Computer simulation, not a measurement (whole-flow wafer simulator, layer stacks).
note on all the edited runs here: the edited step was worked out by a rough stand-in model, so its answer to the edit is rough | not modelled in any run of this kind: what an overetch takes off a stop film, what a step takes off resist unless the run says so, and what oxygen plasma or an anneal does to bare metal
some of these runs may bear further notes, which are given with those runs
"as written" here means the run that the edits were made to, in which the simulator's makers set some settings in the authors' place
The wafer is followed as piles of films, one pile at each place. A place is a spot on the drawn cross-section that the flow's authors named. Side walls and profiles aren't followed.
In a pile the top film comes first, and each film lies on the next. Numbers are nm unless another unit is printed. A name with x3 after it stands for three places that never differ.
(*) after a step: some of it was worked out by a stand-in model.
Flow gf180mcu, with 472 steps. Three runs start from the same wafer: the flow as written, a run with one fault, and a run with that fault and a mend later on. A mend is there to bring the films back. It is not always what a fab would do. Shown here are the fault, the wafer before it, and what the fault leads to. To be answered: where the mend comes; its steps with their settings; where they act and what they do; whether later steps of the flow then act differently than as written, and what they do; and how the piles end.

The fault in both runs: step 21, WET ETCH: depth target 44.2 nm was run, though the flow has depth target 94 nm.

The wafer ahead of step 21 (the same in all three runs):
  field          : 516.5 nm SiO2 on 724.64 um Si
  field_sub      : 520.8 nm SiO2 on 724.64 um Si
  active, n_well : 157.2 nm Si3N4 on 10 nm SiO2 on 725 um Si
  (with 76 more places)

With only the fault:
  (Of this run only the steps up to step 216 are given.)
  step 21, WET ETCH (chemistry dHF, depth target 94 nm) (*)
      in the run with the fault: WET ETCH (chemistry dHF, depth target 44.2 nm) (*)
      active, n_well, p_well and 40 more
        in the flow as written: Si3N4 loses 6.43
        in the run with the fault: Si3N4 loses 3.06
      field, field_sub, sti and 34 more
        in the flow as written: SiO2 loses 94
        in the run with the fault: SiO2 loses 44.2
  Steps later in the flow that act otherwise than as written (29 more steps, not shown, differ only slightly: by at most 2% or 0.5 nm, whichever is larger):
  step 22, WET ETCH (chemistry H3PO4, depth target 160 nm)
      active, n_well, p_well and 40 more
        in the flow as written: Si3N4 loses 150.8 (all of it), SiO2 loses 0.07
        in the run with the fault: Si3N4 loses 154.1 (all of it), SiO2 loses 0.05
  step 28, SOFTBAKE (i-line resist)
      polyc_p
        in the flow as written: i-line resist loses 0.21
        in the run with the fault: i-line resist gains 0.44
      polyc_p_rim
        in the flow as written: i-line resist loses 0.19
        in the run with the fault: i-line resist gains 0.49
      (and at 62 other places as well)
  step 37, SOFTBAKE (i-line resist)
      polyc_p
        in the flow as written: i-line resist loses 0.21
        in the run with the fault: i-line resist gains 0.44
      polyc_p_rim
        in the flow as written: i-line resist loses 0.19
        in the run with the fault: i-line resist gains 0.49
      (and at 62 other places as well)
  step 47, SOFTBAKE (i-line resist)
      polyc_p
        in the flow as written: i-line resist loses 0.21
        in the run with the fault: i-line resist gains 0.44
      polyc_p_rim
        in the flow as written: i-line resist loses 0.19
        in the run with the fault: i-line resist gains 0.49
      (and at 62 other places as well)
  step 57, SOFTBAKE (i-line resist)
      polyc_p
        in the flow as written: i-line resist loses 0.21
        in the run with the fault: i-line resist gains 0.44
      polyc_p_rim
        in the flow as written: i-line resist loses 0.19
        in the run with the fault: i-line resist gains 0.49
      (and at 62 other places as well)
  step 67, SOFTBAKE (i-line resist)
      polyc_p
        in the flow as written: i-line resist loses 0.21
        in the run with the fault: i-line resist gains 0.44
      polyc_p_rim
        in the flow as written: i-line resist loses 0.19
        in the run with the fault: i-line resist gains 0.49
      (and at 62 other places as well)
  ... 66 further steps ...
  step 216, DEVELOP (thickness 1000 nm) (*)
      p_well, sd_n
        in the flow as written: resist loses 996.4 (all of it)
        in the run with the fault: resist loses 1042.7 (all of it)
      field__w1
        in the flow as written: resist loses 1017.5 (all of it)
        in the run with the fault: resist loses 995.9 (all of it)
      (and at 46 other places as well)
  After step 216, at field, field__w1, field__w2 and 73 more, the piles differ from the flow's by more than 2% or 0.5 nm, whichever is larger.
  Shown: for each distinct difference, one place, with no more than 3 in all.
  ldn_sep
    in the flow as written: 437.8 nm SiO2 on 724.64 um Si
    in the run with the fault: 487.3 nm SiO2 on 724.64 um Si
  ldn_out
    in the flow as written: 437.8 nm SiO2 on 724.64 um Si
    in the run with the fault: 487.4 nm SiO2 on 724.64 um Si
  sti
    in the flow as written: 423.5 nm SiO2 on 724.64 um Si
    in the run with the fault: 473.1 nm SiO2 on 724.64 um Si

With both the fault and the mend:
  The mend stands after step 21.
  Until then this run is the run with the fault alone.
  step 21a, WET ETCH (chemistry dHF, depth target 49.8 nm) (the flow's step 21 again, with other settings)
      field, field_sub, sti and 34 more
        SiO2 loses 49.8
  Steps later in the flow that act otherwise than as written (7 more steps, not shown, differ only slightly: by at most 2% or 0.5 nm, whichever is larger):
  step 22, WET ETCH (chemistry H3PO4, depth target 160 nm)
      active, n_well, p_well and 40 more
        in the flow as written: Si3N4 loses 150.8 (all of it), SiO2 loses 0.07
        in the run with the mend: Si3N4 loses 154.1 (all of it), SiO2 loses 0.05
  By the end, the piles equal the flow's at every place that both follow.
